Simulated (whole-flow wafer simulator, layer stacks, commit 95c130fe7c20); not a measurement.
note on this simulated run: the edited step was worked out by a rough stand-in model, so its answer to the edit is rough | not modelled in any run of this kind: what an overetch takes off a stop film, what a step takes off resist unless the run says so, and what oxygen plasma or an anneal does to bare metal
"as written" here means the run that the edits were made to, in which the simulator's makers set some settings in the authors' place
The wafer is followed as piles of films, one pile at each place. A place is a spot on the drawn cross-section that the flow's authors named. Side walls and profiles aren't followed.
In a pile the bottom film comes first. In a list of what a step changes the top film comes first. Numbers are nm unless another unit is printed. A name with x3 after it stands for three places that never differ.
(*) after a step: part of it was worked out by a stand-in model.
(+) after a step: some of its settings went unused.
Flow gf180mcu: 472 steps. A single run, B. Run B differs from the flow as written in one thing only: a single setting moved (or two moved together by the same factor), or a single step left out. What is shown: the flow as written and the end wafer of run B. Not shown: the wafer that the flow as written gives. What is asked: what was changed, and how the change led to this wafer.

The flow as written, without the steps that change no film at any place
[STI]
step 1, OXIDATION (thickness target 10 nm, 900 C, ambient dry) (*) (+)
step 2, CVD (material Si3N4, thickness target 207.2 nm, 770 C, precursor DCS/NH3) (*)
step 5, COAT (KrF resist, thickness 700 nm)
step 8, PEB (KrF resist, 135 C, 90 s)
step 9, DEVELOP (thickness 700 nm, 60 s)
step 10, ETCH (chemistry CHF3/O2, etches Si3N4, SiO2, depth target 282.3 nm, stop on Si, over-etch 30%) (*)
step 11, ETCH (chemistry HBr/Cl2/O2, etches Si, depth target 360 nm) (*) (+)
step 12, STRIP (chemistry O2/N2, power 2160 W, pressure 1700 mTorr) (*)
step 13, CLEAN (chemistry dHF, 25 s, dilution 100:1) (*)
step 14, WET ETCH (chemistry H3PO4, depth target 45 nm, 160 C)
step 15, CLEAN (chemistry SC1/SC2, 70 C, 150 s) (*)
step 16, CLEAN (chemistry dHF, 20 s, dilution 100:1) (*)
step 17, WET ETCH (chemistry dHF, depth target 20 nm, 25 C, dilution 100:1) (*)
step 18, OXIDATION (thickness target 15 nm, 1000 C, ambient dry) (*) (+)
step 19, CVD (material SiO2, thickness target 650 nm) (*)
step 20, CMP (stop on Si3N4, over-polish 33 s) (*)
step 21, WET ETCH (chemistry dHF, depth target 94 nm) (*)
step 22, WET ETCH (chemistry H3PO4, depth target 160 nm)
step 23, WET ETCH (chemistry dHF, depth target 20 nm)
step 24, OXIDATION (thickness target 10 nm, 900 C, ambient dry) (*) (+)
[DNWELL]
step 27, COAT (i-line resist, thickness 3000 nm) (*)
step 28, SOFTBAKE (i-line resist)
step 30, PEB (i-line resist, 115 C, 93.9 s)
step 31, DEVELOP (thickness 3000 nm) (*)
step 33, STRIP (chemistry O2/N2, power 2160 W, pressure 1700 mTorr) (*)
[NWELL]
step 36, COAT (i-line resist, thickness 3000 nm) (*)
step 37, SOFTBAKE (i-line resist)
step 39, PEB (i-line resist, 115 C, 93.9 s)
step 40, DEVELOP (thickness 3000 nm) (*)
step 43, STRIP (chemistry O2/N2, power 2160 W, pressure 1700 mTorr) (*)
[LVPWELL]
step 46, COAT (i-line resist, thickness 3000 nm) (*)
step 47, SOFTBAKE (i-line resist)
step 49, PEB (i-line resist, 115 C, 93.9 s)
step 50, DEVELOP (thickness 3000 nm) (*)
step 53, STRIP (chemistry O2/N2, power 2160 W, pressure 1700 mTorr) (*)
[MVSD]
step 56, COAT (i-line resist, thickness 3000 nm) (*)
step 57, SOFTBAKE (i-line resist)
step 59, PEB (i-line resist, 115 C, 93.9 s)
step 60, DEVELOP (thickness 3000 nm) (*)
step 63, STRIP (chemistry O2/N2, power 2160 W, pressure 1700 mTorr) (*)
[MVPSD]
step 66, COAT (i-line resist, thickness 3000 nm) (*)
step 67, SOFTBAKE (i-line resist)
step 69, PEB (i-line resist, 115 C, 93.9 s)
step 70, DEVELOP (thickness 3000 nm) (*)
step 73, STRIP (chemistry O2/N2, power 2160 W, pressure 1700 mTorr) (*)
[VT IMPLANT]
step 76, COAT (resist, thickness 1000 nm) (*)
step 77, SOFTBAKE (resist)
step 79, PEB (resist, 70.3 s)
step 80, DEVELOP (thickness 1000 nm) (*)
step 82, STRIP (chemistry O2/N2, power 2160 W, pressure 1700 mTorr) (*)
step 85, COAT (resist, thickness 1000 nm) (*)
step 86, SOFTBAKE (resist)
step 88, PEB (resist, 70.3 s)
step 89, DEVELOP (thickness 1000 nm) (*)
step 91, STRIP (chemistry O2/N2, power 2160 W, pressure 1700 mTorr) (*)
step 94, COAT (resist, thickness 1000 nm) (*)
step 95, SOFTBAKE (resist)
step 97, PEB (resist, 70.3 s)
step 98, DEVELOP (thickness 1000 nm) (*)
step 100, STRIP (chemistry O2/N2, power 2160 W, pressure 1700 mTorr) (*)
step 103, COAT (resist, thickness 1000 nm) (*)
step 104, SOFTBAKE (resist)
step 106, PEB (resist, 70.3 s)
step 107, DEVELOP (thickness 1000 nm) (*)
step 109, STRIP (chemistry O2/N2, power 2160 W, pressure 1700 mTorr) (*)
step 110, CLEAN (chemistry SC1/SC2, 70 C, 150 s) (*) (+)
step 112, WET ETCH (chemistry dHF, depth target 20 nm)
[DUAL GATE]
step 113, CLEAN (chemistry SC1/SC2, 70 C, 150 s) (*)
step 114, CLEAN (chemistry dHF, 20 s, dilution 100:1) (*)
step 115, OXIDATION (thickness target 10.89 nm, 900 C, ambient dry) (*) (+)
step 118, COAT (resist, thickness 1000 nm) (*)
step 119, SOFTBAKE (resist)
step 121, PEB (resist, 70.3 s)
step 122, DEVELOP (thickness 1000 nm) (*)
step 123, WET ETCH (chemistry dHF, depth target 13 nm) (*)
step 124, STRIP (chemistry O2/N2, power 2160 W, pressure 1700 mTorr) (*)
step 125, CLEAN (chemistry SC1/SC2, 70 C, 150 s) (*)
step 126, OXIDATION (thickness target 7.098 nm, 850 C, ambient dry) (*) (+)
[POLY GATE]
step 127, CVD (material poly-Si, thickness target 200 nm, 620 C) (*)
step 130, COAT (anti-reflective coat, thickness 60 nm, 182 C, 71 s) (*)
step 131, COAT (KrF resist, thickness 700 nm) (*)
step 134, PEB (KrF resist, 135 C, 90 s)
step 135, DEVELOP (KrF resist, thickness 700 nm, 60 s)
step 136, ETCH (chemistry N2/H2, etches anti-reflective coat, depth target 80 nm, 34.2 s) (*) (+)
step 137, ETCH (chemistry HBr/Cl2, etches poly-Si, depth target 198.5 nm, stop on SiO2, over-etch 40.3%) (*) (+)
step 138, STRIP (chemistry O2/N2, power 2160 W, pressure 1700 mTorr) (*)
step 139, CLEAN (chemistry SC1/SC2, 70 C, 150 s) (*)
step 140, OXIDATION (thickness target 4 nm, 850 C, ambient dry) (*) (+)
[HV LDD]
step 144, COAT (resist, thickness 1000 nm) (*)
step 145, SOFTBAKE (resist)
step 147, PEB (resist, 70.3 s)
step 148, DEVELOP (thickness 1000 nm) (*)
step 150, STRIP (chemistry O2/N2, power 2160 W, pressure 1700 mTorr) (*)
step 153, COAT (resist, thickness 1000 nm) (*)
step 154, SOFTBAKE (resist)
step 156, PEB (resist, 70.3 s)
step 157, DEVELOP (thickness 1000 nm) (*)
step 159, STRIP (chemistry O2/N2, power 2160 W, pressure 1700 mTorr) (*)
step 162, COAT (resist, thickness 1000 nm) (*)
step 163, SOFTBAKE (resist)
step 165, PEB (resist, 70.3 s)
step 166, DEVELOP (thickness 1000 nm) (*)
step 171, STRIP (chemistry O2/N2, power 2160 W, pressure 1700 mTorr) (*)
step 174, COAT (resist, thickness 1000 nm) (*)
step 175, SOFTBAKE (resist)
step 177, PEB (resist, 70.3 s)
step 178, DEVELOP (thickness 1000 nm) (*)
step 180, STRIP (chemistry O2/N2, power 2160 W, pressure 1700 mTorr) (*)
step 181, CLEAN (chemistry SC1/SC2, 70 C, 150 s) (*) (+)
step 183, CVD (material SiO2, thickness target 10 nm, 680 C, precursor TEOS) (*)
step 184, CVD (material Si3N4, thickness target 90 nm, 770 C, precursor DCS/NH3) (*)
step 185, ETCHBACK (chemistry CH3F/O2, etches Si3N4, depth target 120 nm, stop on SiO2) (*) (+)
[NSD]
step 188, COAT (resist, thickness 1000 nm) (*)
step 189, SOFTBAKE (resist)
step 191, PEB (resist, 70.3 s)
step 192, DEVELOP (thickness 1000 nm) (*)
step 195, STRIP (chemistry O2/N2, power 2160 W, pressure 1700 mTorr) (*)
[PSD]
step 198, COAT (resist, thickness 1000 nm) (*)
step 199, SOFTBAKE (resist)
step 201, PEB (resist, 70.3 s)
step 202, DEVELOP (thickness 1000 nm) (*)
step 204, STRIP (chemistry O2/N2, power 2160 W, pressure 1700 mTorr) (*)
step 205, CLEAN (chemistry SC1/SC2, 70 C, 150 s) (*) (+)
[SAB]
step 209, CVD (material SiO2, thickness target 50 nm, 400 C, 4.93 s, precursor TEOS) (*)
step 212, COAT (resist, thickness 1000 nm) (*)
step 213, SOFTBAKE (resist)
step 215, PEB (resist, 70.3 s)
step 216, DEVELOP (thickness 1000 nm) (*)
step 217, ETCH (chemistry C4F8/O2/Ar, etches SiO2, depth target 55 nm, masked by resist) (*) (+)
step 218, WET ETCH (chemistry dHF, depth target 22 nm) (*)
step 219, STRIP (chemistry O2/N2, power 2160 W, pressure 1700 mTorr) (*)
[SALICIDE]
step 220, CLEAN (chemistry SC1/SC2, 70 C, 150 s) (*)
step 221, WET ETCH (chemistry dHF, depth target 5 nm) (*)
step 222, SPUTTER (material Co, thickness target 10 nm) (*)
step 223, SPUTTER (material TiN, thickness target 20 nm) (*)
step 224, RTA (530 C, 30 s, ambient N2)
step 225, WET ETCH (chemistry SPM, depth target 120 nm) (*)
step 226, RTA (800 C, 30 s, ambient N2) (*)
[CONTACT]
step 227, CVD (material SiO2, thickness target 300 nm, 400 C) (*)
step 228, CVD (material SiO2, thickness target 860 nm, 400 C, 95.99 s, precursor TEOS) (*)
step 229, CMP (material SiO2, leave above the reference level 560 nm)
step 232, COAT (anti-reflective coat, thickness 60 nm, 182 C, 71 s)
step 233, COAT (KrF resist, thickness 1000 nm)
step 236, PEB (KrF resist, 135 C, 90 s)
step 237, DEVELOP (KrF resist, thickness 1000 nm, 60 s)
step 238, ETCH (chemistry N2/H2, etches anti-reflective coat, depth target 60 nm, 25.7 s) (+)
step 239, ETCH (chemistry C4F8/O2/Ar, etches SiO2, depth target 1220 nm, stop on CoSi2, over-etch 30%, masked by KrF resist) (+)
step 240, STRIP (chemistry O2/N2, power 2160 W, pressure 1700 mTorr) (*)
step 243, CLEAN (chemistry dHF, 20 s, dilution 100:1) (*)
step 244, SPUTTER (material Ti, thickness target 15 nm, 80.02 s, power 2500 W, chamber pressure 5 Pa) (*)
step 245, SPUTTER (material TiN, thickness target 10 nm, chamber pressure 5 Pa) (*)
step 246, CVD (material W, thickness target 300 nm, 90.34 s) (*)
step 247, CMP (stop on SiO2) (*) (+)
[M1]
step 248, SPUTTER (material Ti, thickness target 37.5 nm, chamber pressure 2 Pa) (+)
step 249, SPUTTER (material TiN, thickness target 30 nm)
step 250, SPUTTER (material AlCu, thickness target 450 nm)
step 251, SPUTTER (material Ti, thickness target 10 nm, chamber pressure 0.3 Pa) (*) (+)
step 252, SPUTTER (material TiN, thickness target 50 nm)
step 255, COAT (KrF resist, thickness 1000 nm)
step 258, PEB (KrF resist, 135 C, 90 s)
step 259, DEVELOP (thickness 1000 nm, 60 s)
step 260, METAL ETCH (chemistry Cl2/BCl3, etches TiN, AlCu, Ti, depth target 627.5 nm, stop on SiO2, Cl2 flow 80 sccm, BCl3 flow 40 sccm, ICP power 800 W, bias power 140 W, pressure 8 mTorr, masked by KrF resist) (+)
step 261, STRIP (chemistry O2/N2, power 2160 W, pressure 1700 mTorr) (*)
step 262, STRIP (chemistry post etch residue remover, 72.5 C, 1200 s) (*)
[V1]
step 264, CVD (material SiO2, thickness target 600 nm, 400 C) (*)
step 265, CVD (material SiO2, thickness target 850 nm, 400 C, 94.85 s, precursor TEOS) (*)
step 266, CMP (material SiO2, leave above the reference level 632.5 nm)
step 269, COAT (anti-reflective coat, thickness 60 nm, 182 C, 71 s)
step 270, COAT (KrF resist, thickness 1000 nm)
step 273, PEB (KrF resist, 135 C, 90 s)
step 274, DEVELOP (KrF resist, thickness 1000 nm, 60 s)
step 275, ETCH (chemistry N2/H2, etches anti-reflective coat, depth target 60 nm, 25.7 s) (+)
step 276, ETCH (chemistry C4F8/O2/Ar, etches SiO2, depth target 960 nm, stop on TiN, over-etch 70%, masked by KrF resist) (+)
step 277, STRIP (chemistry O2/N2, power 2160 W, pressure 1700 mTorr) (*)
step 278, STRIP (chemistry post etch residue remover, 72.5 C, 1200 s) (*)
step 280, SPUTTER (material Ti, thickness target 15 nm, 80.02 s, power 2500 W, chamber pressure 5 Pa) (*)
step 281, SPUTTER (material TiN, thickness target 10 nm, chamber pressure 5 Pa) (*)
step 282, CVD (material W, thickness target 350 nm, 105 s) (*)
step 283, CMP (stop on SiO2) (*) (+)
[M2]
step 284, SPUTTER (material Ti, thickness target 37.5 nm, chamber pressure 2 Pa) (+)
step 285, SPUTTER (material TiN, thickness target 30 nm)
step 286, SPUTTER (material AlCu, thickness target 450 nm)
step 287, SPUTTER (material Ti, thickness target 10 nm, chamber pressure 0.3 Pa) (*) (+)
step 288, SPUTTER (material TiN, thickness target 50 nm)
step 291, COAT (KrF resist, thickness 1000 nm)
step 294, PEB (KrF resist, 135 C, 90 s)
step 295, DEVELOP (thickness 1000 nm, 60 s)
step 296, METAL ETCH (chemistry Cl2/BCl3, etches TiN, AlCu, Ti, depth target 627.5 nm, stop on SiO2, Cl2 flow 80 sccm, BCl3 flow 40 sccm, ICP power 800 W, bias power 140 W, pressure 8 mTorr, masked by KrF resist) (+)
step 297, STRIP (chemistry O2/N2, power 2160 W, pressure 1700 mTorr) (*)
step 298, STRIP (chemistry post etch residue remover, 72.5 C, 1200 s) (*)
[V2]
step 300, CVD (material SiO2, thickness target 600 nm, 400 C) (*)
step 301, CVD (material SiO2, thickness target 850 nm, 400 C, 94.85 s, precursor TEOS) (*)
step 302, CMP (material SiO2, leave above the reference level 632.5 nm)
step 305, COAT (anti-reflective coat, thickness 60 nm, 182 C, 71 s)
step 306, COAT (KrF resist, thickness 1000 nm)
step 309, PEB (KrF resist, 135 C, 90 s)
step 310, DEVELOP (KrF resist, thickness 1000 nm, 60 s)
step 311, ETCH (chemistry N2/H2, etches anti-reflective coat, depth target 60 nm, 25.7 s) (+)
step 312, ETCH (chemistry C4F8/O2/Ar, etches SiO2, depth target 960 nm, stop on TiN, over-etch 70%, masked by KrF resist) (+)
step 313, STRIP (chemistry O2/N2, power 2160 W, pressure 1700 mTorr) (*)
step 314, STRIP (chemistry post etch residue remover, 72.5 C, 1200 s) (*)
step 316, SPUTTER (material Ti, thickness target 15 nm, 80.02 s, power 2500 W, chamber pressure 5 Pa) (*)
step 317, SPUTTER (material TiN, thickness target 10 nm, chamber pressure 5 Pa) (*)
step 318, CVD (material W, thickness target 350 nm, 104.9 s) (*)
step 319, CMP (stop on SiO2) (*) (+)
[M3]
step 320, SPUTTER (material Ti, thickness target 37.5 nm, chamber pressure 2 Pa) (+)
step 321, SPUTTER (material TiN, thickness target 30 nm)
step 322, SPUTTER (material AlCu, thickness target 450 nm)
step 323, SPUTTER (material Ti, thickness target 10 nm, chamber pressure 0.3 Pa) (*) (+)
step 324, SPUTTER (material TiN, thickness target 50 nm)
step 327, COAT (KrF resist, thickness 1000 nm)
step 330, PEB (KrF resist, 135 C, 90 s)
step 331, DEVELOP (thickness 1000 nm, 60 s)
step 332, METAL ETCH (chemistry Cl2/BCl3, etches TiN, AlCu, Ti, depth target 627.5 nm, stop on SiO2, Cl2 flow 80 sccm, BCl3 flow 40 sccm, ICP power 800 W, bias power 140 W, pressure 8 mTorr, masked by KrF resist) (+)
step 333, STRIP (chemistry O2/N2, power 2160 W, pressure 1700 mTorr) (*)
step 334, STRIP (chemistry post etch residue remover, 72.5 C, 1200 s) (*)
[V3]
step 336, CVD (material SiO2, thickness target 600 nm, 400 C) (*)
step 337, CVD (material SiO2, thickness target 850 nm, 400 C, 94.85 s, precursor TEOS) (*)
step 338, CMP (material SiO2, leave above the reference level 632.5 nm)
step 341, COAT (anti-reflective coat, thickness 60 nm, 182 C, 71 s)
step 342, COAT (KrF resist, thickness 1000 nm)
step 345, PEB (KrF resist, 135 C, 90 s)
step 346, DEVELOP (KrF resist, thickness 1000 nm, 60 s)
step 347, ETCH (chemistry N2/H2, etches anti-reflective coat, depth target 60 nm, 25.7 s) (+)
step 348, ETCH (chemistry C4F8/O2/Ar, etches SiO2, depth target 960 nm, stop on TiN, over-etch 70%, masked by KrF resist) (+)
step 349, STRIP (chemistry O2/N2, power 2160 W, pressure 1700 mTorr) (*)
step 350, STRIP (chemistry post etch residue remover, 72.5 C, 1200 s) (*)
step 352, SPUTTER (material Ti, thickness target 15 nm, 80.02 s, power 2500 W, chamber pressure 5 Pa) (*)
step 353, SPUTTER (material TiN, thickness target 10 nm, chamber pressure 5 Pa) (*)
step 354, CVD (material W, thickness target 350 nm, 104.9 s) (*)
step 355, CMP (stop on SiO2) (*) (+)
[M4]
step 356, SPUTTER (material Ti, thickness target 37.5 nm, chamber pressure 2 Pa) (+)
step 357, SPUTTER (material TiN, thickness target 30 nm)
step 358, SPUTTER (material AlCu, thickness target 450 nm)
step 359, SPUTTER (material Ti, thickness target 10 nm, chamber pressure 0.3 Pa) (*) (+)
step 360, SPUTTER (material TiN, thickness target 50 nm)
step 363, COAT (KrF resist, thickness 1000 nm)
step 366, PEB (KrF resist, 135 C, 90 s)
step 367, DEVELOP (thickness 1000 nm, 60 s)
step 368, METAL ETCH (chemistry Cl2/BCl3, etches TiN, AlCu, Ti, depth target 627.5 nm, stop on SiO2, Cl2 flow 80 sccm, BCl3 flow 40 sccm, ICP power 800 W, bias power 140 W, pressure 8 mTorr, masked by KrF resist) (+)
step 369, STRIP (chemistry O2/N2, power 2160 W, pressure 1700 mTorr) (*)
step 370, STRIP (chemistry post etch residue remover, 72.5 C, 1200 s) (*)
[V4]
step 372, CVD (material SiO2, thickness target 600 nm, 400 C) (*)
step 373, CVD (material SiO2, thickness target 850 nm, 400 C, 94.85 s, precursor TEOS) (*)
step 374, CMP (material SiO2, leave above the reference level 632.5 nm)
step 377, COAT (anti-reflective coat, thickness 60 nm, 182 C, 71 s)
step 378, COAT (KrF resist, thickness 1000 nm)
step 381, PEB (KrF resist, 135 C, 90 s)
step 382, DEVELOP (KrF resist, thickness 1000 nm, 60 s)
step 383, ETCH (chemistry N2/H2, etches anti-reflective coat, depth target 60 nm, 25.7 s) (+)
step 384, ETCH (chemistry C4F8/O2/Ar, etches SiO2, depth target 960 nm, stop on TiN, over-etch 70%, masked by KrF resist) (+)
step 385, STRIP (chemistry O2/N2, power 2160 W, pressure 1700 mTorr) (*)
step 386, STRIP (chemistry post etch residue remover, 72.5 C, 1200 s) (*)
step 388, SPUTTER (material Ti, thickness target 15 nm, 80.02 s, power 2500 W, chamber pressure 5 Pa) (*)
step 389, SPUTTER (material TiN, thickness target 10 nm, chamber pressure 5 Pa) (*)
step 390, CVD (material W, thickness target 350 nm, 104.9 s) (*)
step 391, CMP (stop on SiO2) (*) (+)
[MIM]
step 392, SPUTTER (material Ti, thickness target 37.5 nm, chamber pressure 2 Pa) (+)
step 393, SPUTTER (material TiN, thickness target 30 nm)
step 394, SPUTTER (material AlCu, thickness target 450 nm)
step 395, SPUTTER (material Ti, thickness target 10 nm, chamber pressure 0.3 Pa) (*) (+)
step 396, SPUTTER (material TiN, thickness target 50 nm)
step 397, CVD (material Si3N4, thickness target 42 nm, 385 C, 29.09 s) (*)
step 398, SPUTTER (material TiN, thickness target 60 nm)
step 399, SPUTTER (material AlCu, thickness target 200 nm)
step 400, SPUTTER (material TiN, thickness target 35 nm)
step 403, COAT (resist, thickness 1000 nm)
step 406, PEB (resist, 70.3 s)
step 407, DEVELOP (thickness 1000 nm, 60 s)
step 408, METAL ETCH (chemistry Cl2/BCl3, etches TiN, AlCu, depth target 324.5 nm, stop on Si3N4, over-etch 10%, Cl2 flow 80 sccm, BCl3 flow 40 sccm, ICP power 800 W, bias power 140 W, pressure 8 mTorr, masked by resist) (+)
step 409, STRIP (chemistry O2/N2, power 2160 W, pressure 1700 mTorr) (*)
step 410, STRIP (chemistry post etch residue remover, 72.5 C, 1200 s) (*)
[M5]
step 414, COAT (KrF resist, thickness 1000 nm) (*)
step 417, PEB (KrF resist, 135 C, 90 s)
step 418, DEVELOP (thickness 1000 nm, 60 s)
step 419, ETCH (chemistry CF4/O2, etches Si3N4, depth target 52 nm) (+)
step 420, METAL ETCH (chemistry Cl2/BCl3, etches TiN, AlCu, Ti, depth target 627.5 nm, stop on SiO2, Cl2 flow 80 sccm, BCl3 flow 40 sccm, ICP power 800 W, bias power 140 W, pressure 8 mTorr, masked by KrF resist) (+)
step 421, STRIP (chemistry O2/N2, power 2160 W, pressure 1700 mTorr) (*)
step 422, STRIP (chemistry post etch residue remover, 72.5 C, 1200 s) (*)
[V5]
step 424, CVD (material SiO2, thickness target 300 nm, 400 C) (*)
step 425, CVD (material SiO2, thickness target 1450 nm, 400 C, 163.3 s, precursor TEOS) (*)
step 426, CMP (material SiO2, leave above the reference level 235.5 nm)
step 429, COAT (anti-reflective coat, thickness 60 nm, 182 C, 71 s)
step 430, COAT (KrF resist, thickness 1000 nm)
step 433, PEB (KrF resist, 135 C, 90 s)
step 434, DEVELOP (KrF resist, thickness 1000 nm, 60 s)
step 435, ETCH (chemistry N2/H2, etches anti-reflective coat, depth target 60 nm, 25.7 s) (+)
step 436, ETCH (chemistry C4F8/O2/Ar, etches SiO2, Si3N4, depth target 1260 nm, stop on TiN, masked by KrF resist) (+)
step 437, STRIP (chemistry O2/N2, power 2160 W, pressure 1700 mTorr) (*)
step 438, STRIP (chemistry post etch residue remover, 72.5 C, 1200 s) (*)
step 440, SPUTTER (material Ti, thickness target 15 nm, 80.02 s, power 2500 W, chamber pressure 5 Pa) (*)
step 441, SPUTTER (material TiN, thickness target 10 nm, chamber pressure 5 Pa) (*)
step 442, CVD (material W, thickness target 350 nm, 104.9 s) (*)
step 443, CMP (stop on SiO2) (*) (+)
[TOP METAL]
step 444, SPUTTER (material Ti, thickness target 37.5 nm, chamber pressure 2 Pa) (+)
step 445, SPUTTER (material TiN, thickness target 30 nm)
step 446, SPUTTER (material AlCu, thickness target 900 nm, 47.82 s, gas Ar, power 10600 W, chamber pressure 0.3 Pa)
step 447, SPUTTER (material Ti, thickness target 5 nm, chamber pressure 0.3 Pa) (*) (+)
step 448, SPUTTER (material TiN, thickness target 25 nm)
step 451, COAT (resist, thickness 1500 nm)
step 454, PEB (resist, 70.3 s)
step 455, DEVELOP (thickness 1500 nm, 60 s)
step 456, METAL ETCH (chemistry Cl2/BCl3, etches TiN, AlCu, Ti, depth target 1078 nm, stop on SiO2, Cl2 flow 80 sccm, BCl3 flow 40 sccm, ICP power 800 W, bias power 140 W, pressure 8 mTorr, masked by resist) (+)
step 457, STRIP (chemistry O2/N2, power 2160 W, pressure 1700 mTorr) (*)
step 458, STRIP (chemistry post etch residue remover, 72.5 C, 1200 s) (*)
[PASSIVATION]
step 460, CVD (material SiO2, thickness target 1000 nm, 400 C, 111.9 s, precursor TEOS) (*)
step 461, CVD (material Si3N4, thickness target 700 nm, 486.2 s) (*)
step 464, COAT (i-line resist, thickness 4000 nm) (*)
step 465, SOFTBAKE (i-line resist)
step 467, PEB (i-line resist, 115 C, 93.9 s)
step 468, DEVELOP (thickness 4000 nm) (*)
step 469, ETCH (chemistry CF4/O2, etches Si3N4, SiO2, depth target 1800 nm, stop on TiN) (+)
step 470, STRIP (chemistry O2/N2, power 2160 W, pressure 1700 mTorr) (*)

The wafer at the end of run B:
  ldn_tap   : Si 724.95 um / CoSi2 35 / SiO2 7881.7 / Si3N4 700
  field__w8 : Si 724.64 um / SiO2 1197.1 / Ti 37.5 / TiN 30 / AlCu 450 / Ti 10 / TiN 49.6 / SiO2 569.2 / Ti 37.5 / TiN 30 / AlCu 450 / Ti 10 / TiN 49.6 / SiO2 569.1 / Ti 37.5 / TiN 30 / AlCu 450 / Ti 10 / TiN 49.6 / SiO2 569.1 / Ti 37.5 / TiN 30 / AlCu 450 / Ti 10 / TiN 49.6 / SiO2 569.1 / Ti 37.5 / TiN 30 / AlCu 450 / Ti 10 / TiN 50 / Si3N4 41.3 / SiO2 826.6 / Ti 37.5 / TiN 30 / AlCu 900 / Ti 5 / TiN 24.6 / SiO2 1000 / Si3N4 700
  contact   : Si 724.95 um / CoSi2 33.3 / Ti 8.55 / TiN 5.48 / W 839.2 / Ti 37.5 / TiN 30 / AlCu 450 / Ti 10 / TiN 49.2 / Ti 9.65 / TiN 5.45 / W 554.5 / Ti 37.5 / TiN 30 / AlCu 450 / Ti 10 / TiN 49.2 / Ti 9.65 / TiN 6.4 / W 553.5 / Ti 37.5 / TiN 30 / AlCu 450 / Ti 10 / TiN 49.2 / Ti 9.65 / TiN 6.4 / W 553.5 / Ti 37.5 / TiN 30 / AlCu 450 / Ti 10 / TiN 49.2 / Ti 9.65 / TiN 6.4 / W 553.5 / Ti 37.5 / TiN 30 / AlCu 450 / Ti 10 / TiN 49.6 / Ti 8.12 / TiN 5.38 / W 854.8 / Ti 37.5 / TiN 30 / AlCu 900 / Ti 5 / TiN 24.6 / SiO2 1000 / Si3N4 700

Cause: step 281, SPUTTER: thickness target 8.5 nm was run, though the flow has thickness target 10 nm.

Step by step, how the change led to this:
  step 281, SPUTTER (material TiN, thickness target 10 nm, chamber pressure 5 Pa) (*)
      field, field__w1, field__w2 and 107 more: +8.5 TiN (new film) (in the flow as written it would be: +10 TiN (new film))
      contact: +5.45 TiN (new film) (in the flow as written it would be: +6.4 TiN (new film))
  step 283, CMP (stop on SiO2) (*) (+)
      field, field__w1, field__w2 and 107 more: -350 W (all of it), -8.5 TiN (all of it), -15 Ti (all of it), -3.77 SiO2 (in the flow as written it would be: -350 W (all of it), -10 TiN (all of it), -15 Ti (all of it), -3.78 SiO2)
